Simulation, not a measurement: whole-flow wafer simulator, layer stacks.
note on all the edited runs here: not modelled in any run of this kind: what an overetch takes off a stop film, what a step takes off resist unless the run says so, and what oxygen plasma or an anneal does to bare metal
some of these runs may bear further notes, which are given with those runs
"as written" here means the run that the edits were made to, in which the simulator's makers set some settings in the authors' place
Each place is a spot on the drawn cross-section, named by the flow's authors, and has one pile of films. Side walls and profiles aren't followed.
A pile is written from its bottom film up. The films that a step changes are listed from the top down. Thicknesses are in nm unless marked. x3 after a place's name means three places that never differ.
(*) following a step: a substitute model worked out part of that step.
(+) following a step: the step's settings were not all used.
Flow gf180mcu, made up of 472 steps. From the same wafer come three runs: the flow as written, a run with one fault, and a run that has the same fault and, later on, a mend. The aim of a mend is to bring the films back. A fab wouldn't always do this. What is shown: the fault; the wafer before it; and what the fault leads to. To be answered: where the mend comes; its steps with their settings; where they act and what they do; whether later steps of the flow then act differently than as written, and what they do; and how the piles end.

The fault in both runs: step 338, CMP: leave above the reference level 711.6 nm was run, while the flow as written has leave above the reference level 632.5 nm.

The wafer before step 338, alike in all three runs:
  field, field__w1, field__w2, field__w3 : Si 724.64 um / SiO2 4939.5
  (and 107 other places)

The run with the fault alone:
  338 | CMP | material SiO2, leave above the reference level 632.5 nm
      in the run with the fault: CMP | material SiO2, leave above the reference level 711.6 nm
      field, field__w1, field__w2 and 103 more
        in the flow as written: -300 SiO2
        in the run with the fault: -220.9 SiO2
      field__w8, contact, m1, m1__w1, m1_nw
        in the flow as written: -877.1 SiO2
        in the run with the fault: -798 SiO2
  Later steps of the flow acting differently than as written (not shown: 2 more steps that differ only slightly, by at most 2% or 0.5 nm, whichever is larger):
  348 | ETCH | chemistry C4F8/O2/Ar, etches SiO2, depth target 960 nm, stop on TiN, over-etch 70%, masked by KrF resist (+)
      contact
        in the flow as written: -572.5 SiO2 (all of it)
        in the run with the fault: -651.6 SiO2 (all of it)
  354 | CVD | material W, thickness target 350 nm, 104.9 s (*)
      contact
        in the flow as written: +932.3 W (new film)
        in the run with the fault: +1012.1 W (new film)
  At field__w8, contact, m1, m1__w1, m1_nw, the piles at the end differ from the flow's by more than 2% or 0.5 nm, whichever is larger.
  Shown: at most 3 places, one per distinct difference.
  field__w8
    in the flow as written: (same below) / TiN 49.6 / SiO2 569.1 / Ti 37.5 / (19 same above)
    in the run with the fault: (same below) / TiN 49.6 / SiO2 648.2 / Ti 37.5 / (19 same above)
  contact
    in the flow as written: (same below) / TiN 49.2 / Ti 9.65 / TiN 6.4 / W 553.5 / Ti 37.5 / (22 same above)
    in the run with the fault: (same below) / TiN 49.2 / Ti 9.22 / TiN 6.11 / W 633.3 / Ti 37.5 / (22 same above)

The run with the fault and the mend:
  The mend follows step 346.
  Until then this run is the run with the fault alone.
  346a | STRIP | chemistry O2/N2, power 2160 W, pressure 1700 mTorr (*)
      field, field__w1, field__w2 and 107 more
        -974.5 KrF resist (all of it), -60 anti-reflective coat (all of it)
      contact
        -60 anti-reflective coat (all of it)
  346b | CMP | material SiO2, leave above the reference level 632.5 nm (the flow's step 338, run once more)
      field, field__w1, field__w2 and 108 more
        -79.1 SiO2
  346c | HMDS | 120 C, 60 s (the flow's step 340, run once more)
      alters no film at any place that is followed
  346d | COAT | anti-reflective coat, thickness 60 nm, 182 C, 71 s (the flow's step 341, run once more)
      field, field__w1, field__w2 and 108 more
        +60 anti-reflective coat (new film)
  346e | COAT | KrF resist, thickness 1000 nm (the flow's step 342, run once more)
      field, field__w1, field__w2 and 108 more
        +1000 KrF resist (new film)
  346f | SOFTBAKE | KrF resist (the flow's step 343, run once more)
      alters no film at any place that is followed
  346g | EXPOSE | photomask Via3 (the flow's step 344, run once more)
      alters no film at any place that is followed
  346h | PEB | KrF resist, 135 C, 90 s (the flow's step 345, run once more)
      field, field__w1, field__w2 and 108 more
        -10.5 KrF resist
  346i | DEVELOP | KrF resist, thickness 1000 nm, 60 s (the flow's step 346, run once more)
      field, field__w1, field__w2 and 107 more
        -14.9 KrF resist
      contact
        -989.5 KrF resist (all of it)
  None of the later steps of the flow acts differently than as written at any place that is followed.
  The piles end the same as the flow's at every place that both follow.
